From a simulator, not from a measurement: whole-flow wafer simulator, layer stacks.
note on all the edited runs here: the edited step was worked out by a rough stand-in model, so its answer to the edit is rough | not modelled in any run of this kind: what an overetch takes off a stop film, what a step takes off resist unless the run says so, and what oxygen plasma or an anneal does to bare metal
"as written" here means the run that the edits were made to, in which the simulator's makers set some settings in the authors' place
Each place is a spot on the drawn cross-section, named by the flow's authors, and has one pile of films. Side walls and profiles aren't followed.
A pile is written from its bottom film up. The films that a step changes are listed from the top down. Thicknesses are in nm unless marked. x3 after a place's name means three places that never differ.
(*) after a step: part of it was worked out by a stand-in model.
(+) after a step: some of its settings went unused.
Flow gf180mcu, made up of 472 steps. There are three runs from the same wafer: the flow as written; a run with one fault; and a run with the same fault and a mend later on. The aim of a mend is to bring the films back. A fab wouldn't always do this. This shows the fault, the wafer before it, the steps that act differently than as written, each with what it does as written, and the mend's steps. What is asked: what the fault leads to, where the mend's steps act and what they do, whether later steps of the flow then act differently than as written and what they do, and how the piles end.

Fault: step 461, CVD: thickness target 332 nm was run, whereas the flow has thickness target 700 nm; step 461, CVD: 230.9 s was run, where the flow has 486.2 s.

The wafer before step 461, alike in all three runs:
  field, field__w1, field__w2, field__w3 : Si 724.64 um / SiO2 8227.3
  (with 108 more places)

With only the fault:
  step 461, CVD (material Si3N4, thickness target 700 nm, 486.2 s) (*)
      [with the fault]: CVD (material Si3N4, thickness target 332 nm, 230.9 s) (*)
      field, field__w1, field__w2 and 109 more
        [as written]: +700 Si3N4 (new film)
        [with the fault]: +332.6 Si3N4 (new film)
  Steps further on in the flow that do not act as written (4 more steps, not shown, differ only slightly: by at most 2% or 0.5 nm, whichever is larger):
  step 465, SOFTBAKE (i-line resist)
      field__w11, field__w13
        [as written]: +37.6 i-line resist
        [with the fault]: +35.7 i-line resist
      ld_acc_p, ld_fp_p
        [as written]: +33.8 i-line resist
        [with the fault]: +31.8 i-line resist
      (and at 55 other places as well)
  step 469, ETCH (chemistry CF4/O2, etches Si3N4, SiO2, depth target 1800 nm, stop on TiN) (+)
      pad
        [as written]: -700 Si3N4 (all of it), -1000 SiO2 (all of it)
        [with the fault]: -332.6 Si3N4 (all of it), -1000 SiO2 (all of it)
  By the end, the piles at field, field__w1, field__w2 and 108 more depart from the flow's by more than 2% or 0.5 nm, whichever is larger.
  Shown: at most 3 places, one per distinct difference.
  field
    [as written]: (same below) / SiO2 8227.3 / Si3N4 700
    [with the fault]: (same below) / SiO2 8227.3 / Si3N4 332.6
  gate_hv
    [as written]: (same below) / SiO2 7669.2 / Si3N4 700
    [with the fault]: (same below) / SiO2 7669.2 / Si3N4 332.6
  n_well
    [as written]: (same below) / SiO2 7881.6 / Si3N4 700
    [with the fault]: (same below) / SiO2 7881.6 / Si3N4 332.6

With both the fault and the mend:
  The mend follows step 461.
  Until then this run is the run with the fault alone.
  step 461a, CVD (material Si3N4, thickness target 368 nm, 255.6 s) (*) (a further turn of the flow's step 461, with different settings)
      field, field__w1, field__w2 and 109 more
        +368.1 Si3N4
  Later steps of the flow that are run all act as written at every place that is followed, up to a difference of at most 2% or 0.5 nm, whichever is larger.
  At the end the piles are close to the flow's at the places that both follow, differing by at most 2% or 0.5 nm, whichever is larger.
